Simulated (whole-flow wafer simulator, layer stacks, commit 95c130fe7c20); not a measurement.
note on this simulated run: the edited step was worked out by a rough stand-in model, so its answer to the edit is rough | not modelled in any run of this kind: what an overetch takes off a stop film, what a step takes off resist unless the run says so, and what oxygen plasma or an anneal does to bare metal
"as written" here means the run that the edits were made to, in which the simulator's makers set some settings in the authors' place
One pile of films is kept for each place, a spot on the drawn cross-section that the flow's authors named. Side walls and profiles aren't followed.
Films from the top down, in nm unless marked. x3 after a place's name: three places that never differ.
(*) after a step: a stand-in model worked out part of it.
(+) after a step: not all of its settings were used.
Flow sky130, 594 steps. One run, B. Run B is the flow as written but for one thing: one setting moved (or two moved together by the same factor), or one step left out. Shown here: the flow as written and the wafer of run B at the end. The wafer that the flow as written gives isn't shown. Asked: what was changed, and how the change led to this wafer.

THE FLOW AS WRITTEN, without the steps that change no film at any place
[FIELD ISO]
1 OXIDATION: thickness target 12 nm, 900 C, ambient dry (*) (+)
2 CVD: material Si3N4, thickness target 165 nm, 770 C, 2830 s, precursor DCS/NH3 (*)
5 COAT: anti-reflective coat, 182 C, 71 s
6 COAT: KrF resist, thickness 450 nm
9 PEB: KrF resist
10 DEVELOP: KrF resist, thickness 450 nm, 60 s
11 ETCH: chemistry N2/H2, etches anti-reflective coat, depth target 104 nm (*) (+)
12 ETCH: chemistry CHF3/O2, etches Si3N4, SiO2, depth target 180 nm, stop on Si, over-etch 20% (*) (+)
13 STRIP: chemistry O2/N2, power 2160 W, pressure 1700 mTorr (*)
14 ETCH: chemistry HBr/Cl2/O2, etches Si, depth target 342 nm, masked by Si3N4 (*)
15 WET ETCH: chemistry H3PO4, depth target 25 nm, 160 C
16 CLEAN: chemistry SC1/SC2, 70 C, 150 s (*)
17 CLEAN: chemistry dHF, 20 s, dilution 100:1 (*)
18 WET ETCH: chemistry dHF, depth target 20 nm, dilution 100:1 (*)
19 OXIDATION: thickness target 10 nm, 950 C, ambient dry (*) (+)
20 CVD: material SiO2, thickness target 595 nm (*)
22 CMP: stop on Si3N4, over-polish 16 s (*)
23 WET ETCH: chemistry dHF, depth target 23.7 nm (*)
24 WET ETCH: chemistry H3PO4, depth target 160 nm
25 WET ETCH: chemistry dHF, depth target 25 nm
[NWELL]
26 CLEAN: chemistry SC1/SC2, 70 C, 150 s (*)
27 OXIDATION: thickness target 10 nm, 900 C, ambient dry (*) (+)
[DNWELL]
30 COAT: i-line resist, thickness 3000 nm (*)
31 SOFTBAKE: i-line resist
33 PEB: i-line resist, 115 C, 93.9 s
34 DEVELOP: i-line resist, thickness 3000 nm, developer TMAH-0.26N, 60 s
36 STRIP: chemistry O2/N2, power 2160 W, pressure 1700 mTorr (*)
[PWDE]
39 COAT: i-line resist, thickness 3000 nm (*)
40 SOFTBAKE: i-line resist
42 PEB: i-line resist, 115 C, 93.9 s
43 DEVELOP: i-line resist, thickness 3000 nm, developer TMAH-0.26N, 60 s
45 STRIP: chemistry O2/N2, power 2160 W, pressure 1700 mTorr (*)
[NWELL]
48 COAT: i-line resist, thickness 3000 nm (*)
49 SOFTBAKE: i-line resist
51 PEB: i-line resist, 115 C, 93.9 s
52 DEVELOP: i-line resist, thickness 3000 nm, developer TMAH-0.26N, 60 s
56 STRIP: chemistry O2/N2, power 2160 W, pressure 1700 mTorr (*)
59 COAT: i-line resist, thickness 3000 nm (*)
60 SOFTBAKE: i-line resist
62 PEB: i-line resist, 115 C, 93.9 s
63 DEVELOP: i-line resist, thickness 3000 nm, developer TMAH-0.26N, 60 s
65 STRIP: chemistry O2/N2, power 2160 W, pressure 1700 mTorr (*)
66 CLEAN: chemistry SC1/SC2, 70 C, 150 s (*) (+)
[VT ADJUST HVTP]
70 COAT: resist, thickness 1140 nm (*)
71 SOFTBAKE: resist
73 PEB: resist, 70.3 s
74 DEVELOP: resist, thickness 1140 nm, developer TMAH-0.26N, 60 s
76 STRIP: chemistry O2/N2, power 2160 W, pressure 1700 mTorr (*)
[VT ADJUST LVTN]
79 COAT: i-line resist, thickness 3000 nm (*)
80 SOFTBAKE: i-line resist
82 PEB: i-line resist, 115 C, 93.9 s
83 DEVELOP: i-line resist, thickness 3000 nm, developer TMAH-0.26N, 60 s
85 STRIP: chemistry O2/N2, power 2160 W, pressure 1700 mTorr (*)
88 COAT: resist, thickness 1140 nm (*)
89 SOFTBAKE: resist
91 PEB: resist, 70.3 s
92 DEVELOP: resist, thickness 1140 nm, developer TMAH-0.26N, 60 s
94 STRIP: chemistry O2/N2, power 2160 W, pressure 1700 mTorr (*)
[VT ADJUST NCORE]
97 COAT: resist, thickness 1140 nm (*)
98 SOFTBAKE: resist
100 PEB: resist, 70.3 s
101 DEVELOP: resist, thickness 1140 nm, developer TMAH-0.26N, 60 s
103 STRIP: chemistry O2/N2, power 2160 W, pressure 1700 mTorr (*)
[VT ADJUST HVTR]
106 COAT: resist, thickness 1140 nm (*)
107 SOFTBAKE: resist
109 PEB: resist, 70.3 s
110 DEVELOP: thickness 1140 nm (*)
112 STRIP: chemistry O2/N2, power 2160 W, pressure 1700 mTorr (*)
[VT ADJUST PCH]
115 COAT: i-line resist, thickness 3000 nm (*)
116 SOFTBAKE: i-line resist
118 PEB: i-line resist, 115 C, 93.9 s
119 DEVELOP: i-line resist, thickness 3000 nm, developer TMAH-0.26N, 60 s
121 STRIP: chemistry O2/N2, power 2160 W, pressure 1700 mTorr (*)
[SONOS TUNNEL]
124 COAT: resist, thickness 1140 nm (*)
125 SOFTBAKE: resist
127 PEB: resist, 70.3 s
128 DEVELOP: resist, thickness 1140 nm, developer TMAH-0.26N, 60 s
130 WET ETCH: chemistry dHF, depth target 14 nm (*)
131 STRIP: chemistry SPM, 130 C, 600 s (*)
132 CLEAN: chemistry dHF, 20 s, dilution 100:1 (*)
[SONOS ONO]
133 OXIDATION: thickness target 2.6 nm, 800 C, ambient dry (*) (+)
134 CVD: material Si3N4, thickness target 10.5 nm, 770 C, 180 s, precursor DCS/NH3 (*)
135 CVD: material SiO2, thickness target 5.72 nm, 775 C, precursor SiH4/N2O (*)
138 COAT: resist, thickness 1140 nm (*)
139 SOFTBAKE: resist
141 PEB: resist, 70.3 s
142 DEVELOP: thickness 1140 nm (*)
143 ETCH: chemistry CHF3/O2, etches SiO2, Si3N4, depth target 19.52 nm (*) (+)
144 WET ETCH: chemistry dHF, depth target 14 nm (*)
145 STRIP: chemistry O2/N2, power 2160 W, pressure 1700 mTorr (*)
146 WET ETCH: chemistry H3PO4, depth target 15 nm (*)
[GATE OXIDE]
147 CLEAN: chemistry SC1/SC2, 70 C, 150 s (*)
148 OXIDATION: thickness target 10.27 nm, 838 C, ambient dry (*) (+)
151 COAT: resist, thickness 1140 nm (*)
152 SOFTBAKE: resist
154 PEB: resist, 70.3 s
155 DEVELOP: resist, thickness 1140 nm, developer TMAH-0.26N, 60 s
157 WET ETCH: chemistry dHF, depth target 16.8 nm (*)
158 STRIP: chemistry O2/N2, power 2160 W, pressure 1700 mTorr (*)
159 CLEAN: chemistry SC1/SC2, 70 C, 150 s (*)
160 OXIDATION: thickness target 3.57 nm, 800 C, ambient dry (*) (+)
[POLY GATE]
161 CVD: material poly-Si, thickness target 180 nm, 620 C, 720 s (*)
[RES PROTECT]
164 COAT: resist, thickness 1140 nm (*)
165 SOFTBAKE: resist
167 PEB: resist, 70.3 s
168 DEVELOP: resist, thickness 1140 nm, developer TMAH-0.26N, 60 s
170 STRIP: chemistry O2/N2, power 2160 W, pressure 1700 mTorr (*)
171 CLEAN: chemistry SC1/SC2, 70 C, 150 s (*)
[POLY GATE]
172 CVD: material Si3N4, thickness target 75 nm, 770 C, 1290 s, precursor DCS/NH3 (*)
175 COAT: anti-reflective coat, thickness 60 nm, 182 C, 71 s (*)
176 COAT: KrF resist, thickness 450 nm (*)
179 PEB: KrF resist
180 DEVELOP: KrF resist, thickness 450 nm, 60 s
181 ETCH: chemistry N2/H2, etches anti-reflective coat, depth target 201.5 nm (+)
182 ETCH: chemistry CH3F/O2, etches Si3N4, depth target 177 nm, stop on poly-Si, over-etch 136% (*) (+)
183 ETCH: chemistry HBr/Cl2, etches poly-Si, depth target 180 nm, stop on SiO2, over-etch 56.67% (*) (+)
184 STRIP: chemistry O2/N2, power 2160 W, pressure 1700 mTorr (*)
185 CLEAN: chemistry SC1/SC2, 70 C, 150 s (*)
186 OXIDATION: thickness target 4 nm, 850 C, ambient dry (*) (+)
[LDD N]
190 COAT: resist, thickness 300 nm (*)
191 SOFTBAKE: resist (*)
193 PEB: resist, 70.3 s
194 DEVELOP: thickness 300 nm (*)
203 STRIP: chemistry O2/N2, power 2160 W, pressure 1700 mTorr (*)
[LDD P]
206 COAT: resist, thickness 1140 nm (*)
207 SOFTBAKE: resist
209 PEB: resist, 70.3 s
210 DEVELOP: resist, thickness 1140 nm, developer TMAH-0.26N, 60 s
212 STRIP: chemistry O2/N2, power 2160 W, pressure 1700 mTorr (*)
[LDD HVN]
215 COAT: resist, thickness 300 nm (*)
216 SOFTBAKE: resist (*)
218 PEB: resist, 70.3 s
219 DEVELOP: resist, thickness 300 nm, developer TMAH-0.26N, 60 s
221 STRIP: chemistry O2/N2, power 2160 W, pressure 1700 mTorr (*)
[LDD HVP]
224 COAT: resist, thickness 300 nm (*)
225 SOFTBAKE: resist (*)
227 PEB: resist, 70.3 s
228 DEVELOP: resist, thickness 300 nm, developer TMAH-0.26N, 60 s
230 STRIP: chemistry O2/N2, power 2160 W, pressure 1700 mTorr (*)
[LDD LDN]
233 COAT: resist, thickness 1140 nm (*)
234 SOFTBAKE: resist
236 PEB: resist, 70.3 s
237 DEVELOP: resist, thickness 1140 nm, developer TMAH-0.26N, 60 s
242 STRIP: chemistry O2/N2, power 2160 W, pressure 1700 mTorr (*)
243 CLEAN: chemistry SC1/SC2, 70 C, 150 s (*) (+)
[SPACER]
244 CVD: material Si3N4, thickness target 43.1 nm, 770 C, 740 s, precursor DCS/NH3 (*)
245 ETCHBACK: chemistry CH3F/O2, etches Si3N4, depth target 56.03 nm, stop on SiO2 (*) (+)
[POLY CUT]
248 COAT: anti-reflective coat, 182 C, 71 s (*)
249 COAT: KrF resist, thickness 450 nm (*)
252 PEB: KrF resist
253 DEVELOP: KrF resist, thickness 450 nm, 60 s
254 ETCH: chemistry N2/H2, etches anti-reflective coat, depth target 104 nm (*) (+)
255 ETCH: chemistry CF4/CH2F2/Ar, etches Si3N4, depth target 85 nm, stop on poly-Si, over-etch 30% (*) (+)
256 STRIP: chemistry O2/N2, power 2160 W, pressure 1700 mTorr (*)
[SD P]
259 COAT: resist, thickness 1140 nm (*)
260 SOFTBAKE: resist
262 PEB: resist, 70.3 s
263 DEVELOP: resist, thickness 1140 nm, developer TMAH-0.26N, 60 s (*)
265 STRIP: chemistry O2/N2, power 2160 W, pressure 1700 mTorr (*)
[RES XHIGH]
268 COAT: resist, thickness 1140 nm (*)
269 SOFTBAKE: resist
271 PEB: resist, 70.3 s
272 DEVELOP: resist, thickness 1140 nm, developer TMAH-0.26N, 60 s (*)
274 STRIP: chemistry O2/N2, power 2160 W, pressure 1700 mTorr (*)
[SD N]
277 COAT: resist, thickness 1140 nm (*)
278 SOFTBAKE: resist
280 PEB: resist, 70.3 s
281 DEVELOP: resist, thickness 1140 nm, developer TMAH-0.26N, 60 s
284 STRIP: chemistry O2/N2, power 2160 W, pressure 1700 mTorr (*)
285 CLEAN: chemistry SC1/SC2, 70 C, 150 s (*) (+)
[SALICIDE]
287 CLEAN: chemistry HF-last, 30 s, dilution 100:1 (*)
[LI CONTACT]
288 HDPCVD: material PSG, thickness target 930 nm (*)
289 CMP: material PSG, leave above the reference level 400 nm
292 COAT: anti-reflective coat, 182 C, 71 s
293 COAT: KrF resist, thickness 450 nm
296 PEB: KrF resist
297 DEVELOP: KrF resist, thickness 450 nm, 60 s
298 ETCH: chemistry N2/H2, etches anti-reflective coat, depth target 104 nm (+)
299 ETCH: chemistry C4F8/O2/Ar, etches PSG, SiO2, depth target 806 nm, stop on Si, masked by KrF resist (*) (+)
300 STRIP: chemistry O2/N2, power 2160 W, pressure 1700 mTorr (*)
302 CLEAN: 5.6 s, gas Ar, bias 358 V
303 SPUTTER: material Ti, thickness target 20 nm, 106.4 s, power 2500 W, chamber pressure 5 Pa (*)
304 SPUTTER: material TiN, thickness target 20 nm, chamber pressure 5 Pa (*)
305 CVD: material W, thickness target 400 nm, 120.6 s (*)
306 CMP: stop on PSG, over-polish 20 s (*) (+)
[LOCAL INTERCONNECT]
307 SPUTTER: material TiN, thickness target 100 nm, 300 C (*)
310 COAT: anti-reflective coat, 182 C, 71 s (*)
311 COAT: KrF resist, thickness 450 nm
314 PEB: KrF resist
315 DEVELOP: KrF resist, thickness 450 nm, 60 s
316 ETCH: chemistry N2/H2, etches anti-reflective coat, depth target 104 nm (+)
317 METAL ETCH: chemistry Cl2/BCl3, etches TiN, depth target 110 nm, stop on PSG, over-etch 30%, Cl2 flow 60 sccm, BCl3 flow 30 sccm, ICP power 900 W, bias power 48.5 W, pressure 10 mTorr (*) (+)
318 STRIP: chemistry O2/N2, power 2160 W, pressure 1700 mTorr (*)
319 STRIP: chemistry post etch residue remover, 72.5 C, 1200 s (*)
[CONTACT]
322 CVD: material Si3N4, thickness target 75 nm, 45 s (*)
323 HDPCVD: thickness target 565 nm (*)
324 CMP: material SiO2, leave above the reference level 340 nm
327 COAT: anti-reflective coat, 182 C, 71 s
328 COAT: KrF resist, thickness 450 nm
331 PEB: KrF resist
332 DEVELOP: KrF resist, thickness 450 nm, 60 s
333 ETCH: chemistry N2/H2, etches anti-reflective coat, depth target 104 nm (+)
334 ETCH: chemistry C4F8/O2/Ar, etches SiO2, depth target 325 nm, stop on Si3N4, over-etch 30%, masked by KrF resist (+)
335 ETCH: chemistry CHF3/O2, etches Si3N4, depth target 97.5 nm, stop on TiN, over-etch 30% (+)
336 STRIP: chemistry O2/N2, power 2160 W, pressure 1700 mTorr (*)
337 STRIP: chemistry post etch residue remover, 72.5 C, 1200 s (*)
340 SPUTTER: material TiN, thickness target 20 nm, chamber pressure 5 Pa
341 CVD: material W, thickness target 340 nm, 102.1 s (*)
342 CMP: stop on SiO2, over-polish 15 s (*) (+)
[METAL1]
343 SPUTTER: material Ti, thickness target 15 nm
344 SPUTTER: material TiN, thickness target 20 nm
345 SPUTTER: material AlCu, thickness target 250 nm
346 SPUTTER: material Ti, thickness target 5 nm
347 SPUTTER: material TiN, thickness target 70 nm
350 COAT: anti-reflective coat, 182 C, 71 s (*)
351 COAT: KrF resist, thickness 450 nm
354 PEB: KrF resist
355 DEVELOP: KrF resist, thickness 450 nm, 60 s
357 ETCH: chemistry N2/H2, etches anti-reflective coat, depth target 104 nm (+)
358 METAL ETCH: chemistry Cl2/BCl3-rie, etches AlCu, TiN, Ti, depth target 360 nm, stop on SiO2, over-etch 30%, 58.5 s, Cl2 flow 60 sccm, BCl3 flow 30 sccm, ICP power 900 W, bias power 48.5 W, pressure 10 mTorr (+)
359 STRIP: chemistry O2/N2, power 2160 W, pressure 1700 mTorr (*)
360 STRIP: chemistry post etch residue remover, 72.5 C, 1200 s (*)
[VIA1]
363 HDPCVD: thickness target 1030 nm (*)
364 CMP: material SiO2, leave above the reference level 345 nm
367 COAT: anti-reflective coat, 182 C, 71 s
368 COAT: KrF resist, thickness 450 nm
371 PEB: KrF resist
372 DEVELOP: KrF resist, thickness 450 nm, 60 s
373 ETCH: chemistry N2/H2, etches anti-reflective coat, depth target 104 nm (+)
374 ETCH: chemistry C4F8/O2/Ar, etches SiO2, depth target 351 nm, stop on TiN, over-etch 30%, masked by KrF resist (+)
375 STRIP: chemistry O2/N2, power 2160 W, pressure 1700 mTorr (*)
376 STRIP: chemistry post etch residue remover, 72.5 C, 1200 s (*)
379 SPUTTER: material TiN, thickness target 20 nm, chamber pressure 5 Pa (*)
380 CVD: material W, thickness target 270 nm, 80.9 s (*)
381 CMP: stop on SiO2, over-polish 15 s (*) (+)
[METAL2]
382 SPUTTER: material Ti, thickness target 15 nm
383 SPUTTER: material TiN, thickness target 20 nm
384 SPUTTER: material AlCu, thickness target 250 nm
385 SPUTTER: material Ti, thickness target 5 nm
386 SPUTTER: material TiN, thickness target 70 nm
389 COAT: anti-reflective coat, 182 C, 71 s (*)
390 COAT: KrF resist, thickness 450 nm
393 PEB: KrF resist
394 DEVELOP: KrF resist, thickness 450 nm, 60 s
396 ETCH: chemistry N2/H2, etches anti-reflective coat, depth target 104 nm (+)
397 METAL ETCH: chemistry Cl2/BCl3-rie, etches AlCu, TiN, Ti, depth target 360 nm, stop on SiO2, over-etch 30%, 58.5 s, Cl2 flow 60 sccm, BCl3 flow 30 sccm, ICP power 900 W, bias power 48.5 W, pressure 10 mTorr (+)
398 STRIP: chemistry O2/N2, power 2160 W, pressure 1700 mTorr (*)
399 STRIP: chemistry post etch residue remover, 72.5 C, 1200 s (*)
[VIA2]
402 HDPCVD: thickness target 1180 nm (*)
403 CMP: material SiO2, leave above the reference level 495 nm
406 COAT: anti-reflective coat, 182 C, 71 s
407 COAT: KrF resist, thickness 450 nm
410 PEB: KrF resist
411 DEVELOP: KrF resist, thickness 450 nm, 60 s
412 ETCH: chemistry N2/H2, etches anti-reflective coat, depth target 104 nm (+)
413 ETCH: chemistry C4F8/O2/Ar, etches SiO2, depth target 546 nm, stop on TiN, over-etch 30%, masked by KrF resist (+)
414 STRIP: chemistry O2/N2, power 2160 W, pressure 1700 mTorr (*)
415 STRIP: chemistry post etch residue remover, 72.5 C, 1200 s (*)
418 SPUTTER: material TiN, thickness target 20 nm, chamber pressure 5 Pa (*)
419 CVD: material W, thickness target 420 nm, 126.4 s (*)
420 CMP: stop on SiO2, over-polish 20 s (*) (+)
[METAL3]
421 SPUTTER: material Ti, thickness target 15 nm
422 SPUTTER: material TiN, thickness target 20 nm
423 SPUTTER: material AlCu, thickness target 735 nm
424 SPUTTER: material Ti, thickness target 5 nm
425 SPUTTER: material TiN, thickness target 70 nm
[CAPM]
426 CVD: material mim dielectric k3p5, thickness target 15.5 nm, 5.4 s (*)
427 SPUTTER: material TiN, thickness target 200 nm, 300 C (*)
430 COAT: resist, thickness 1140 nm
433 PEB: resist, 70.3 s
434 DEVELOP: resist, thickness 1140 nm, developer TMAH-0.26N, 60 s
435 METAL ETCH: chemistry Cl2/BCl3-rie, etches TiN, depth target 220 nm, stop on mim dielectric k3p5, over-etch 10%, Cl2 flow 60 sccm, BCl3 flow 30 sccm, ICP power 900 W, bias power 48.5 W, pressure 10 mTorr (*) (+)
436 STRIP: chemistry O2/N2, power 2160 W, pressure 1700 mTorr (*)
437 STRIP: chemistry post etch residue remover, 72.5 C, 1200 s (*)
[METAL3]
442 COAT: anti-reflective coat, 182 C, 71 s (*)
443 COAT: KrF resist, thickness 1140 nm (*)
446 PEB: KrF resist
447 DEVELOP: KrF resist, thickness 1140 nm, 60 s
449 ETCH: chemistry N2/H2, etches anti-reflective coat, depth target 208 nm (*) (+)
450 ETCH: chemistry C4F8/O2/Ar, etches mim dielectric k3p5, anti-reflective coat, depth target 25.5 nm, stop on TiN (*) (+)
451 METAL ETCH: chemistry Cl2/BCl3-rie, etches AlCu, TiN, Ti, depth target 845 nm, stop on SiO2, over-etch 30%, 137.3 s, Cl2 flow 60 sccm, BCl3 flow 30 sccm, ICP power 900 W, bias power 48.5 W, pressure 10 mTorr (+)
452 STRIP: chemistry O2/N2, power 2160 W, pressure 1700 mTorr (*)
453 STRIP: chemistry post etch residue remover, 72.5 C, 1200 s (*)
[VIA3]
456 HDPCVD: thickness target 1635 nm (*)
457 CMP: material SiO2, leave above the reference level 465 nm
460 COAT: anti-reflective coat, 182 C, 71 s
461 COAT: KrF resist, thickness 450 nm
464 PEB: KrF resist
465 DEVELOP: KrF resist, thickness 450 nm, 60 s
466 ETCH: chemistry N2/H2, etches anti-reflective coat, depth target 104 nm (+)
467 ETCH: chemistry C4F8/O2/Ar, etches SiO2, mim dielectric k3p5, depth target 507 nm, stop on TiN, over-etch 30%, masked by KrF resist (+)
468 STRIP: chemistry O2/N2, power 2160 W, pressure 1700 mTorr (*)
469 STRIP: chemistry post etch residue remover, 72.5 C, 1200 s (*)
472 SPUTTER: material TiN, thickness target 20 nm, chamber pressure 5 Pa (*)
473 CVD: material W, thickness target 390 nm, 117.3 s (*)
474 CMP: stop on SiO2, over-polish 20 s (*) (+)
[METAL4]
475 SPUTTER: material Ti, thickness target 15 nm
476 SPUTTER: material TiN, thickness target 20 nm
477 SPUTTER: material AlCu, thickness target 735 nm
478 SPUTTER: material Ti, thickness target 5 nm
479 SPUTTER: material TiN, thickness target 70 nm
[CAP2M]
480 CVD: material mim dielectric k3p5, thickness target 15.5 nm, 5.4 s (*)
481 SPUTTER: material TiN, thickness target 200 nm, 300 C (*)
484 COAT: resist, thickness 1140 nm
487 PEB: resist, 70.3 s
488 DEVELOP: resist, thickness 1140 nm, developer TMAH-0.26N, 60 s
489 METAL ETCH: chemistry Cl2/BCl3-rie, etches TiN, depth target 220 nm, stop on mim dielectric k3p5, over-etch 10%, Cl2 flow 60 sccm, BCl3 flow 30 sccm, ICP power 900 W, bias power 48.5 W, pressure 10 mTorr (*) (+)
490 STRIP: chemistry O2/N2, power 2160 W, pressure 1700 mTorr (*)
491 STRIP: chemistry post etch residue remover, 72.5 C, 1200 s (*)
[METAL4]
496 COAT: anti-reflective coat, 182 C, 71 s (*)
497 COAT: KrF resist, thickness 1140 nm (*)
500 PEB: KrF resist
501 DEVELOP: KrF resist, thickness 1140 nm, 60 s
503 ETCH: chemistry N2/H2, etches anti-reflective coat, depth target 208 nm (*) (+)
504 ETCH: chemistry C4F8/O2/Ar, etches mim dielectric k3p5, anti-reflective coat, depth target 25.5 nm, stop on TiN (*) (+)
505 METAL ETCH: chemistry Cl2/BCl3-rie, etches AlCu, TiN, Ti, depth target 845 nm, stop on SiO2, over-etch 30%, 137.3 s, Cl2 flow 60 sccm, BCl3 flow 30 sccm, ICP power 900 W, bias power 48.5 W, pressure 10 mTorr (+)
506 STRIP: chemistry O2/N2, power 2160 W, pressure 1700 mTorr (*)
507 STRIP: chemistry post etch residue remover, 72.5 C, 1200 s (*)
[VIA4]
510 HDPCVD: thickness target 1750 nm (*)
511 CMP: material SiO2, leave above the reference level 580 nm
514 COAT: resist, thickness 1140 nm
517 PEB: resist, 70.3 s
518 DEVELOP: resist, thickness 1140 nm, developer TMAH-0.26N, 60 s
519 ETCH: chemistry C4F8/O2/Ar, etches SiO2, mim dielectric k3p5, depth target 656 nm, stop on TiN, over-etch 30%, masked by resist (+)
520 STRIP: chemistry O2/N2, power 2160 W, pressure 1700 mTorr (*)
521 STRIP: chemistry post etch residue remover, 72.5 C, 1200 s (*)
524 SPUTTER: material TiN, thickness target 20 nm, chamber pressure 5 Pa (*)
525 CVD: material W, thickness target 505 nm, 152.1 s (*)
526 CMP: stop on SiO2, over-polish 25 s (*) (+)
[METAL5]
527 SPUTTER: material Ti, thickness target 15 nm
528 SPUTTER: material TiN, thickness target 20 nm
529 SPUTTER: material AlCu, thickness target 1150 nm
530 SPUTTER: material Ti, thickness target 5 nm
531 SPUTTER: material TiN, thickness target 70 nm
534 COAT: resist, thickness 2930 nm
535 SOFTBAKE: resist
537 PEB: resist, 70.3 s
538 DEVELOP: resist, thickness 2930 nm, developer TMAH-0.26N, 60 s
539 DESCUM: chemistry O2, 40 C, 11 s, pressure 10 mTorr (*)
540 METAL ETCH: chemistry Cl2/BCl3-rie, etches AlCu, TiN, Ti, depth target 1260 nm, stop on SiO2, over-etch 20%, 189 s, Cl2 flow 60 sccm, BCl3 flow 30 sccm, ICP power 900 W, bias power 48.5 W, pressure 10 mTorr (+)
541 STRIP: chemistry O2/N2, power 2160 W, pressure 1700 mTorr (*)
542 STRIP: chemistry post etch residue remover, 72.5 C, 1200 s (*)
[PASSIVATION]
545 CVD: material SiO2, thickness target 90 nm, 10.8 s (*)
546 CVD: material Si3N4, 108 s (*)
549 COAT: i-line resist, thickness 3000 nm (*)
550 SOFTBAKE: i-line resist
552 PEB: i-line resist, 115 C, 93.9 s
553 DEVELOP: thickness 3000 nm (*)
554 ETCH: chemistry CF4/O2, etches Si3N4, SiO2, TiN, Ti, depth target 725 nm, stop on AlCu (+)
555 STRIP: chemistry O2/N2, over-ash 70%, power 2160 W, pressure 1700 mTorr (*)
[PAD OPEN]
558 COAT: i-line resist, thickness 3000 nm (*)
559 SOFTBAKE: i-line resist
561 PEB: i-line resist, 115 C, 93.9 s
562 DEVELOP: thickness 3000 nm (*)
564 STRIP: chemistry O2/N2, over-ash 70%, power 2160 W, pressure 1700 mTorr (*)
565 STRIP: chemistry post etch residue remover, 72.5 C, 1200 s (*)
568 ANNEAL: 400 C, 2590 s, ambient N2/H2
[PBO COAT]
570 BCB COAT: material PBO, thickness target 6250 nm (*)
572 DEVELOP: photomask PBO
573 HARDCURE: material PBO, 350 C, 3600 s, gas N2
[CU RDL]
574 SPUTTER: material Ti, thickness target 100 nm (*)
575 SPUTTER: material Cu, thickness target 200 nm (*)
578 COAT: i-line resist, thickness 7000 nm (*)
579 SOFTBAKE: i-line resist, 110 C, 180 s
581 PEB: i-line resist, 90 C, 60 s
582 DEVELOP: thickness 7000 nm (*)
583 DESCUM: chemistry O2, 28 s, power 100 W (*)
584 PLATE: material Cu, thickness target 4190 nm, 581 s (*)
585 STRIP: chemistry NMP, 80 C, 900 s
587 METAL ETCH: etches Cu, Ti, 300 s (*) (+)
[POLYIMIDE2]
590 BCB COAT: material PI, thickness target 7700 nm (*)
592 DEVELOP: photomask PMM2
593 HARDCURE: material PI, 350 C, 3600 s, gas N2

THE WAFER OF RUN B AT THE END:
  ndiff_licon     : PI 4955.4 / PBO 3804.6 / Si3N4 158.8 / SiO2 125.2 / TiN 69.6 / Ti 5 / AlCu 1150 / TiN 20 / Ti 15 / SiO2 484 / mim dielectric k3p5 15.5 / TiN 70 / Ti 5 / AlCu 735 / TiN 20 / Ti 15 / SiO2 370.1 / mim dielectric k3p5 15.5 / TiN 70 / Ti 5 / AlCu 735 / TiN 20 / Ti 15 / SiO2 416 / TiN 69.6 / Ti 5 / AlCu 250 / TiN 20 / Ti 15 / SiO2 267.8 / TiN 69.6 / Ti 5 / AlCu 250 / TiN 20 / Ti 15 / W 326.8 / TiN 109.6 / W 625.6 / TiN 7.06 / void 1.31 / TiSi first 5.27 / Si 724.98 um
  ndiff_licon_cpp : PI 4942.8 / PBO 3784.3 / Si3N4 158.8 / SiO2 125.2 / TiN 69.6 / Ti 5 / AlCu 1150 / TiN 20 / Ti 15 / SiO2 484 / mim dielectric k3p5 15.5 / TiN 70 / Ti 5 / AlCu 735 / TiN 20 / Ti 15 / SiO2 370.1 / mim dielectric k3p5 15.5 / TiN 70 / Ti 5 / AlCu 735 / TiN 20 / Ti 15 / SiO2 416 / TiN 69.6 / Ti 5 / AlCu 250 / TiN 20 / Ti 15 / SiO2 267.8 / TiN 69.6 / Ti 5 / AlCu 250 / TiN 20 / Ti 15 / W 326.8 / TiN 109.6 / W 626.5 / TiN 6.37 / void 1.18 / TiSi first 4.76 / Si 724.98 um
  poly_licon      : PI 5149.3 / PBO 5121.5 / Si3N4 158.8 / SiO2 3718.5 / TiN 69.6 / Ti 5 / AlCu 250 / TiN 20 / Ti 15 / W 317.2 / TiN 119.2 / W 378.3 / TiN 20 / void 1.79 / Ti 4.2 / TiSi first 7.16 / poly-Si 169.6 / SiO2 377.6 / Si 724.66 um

The cause: step 303, SPUTTER: 45.21 s was run, where the flow has 106.4 s.

How the change led to this, step by step:
  303 SPUTTER: material Ti, thickness target 20 nm, 106.4 s, power 2500 W, chamber pressure 5 Pa (*)
      field, active, n_well and 185 more: Ti +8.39 (new film) (as written it would be: Ti +20 (new film))
      ndiff_licon: Ti +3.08 (new film) (as written it would be: Ti +7.24 (new film))
      (and at 2 more places)
  306 CMP: stop on PSG, over-polish 20 s (*) (+)
      field, active, n_well and 184 more: W -400 (all of it), TiN -20 (all of it), Ti -8.39 (all of it), PSG -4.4 (as written it would be: W -400 (all of it), TiN -20 (all of it), Ti -20 (all of it), PSG -4.4)
      ndiff_licon, ndiff_licon_cpp, rpo_hd_licon: W -433.3 (as written it would be: W -444.9)
      (and at 1 more place)
  568 ANNEAL: 400 C, 2590 s, ambient N2/H2
      ndiff_licon: under 37 films: void +1.31 (new film), TiSi first +5.27 (new film), Ti -3.08 (all of it), Si -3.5 (as written it would be: under 37 films: void +1.63 (new film), Ti -3.85, TiSi first +6.58 (new film), Si -4.36)
      ndiff_licon_cpp: under 37 films: void +1.18 (new film), TiSi first +4.76 (new film), Ti -2.78 (all of it), Si -3.15 (as written it would be: under 37 films: void +1.63 (new film), Ti -3.85, TiSi first +6.58 (new film), Si -4.36)
Counting metal films that touch as one body, ndiff_licon has 5 bodies (between them, from the top down: SiO2 484 / mim dielectric k3p5 15.5; SiO2 370.1 / mim dielectric k3p5 15.5; SiO2 416; SiO2 267.8); the flow as written gives 6 bodies (between them, from the top down: SiO2 484 / mim dielectric k3p5 15.5; SiO2 370.1 / mim dielectric k3p5 15.5; SiO2 416; SiO2 267.8; void 1.78).
Counting metal films that touch as one body, ndiff_licon_cpp has 5 bodies (between them, from the top down: SiO2 484 / mim dielectric k3p5 15.5; SiO2 370.1 / mim dielectric k3p5 15.5; SiO2 416; SiO2 267.8); the flow as written gives 6 bodies (between them, from the top down: SiO2 484 / mim dielectric k3p5 15.5; SiO2 370.1 / mim dielectric k3p5 15.5; SiO2 416; SiO2 267.8; void 1.78).
